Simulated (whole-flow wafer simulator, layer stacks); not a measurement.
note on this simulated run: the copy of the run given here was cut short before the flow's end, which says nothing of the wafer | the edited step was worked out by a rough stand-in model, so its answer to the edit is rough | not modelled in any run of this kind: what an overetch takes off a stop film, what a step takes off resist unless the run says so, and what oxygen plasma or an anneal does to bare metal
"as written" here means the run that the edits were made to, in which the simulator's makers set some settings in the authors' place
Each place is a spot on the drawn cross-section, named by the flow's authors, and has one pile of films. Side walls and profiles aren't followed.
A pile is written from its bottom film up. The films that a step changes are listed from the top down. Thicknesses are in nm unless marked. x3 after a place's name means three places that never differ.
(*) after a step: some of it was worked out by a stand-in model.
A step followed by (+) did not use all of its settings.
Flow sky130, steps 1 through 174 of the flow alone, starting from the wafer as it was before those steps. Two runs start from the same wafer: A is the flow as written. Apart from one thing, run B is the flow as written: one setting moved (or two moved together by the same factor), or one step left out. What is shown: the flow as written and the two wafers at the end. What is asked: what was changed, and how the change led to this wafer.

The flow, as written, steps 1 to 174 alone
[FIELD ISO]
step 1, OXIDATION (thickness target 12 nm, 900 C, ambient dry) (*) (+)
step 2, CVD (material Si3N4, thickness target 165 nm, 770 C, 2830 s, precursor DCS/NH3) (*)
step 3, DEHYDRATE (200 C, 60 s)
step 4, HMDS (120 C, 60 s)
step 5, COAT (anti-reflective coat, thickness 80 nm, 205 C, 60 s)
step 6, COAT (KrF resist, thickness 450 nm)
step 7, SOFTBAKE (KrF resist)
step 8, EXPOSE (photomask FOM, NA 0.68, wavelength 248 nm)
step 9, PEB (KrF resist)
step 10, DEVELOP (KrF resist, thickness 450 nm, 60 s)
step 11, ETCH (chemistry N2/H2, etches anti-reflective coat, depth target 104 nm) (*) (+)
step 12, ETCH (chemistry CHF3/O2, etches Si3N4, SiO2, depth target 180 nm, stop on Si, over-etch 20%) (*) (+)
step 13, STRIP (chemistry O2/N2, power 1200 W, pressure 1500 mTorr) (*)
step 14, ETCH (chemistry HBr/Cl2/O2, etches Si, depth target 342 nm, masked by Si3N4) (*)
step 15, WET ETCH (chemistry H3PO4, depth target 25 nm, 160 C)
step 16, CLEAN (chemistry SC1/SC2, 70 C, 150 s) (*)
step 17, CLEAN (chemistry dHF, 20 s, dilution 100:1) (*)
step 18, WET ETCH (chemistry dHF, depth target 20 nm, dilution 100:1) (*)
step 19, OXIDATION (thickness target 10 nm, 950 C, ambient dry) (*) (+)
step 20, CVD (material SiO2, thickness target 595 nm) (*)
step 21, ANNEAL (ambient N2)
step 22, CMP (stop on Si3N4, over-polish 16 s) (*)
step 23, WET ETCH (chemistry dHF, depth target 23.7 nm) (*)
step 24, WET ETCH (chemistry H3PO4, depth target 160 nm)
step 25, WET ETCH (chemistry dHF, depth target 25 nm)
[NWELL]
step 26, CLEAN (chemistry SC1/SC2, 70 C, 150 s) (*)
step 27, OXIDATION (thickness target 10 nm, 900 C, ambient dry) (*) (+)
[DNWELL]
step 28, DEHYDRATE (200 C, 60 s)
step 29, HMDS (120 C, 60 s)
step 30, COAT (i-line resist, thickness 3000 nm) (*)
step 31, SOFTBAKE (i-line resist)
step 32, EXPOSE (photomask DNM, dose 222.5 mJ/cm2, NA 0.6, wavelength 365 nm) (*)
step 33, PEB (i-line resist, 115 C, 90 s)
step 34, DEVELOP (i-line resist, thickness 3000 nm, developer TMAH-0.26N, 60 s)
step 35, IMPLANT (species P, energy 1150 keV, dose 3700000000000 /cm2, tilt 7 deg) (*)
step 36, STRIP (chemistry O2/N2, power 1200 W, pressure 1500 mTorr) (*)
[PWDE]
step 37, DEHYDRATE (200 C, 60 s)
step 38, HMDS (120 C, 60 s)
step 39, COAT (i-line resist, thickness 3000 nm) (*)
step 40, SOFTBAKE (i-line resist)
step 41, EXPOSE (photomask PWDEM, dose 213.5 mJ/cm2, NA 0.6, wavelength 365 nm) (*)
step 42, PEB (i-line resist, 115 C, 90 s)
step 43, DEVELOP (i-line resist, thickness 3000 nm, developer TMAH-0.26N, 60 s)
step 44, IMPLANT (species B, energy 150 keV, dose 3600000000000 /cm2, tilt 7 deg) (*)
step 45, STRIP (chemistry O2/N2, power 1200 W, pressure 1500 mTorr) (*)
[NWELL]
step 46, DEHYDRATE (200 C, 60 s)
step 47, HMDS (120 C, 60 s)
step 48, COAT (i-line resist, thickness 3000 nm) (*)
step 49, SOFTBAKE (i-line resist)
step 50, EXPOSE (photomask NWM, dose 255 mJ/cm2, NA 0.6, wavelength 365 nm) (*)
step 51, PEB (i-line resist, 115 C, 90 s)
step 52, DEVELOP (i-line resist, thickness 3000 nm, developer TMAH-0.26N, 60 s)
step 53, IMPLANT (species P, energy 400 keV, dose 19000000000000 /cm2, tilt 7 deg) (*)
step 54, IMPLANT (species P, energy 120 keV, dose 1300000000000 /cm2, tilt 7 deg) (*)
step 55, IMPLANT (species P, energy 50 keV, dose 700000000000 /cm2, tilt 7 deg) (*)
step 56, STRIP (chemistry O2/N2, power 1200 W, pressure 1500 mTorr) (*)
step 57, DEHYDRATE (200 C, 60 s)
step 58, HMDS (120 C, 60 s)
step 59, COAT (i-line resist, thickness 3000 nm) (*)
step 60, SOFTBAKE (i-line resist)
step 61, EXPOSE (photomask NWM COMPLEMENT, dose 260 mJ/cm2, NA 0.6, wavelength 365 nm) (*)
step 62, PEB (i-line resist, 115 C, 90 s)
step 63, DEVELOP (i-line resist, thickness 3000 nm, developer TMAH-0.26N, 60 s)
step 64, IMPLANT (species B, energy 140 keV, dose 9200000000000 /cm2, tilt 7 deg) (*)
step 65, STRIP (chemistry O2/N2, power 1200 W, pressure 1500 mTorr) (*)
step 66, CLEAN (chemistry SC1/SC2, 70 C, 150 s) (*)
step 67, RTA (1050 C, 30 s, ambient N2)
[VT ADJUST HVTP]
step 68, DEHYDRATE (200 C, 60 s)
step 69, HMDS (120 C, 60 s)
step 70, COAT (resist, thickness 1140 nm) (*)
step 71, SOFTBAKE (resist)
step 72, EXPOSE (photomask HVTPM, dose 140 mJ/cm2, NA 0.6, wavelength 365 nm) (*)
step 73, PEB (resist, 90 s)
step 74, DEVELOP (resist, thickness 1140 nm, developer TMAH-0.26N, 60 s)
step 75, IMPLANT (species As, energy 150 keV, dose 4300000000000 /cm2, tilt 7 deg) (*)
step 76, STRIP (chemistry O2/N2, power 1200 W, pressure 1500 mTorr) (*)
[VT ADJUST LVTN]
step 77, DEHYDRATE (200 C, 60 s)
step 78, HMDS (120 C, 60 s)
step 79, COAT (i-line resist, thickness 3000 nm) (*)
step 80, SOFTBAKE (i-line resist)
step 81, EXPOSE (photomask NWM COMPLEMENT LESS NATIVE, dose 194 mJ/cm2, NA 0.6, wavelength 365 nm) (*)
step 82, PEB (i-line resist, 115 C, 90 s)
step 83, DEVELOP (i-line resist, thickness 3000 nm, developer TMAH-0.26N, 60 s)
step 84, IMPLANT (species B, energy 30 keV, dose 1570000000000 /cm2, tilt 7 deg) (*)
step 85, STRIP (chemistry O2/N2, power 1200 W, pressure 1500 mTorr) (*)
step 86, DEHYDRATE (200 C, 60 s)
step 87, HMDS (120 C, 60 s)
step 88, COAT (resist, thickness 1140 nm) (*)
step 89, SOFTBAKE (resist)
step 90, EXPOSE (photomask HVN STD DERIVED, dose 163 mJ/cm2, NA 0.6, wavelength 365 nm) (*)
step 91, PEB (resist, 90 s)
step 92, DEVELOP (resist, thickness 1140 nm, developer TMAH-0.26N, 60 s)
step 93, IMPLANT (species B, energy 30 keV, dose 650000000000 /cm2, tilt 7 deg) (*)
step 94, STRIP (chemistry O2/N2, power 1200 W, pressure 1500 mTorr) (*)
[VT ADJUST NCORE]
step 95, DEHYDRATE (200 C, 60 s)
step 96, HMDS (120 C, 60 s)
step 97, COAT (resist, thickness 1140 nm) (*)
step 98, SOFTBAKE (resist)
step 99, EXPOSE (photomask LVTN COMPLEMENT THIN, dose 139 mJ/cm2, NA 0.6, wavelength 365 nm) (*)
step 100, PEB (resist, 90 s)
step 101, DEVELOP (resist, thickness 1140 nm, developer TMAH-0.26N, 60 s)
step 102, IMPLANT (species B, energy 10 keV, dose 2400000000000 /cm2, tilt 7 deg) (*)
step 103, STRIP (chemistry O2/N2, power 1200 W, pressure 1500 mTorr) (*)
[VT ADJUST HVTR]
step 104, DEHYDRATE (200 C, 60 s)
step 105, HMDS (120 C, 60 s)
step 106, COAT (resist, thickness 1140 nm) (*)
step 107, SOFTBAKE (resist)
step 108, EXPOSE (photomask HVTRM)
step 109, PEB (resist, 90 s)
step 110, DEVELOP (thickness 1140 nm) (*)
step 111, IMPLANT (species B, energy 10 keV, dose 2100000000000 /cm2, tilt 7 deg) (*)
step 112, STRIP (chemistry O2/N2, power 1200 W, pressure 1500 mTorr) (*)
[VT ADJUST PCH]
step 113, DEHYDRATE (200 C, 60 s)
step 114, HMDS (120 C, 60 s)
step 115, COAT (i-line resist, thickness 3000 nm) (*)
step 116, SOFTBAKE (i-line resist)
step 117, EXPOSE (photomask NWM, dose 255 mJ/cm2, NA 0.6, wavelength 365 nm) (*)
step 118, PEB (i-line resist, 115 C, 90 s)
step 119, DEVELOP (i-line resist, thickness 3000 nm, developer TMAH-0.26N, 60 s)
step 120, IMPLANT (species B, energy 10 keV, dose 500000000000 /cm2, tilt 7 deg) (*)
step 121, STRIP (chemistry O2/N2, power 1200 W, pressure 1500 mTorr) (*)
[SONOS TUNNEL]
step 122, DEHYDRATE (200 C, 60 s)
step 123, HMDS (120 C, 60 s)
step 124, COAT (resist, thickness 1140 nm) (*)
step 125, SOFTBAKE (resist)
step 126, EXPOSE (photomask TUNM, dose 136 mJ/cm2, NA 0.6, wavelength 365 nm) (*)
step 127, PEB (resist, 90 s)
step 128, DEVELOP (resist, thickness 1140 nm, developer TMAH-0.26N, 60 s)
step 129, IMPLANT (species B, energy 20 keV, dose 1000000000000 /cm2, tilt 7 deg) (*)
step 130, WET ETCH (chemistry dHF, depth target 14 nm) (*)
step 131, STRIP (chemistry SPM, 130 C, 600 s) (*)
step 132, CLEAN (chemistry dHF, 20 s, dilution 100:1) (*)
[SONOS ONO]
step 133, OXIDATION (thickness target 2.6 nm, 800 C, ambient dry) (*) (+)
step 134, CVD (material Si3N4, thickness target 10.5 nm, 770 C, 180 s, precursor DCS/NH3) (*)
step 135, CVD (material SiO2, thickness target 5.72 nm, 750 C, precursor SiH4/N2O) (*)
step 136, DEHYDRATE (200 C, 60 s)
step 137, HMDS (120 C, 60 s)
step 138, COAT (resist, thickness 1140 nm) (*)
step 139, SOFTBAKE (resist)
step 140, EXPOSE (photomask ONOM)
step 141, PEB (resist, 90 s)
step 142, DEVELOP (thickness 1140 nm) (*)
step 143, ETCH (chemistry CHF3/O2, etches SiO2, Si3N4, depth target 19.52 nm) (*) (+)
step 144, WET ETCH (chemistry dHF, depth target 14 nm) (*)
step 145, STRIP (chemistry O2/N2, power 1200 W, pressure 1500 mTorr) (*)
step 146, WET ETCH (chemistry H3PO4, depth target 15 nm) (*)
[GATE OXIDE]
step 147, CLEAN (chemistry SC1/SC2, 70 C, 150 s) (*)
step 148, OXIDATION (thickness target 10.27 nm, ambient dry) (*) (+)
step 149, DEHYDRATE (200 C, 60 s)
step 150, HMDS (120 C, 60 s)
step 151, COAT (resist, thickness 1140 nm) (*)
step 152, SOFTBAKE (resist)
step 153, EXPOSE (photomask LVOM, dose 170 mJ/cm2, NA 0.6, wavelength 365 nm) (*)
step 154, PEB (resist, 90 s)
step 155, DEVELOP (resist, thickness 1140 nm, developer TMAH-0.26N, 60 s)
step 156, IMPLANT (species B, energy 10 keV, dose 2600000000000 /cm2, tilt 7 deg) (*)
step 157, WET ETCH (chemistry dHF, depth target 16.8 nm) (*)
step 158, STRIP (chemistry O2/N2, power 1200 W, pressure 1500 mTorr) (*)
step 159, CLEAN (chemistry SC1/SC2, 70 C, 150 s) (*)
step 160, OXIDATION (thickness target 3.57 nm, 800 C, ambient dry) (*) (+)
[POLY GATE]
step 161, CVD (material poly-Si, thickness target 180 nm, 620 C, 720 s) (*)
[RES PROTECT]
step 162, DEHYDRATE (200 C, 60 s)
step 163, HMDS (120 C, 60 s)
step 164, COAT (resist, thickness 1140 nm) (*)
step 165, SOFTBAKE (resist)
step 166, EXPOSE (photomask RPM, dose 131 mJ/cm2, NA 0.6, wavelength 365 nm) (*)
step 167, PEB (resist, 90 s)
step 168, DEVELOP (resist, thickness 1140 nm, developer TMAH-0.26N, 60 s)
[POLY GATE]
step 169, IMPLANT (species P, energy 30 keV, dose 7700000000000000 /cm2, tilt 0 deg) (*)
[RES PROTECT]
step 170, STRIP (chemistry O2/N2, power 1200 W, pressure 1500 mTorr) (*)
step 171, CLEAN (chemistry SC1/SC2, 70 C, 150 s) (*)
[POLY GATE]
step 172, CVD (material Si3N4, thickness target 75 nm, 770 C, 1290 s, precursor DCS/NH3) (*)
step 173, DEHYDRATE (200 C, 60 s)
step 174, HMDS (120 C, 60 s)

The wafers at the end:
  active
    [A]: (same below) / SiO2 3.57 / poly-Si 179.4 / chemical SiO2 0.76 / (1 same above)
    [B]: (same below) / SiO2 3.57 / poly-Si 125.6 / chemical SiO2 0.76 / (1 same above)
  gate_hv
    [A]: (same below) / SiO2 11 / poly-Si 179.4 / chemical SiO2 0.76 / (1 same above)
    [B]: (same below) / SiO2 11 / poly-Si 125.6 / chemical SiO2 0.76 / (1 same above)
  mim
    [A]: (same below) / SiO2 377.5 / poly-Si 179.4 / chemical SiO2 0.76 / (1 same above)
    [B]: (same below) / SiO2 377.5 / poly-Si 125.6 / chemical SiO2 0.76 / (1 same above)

Cause: step 161, CVD: 603 C was run, whereas the flow has 620 C.

Step by step, how the change led to this:
  step 161, CVD (material poly-Si, thickness target 180 nm, 620 C, 720 s) (*)
      field, active, n_well and 186 more: A poly-Si gains 180 (new film) | B poly-Si gains 126.3 (new film)
      ndiff_dn: A poly-Si gains 215.7 (new film) | B poly-Si gains 155 (new film)
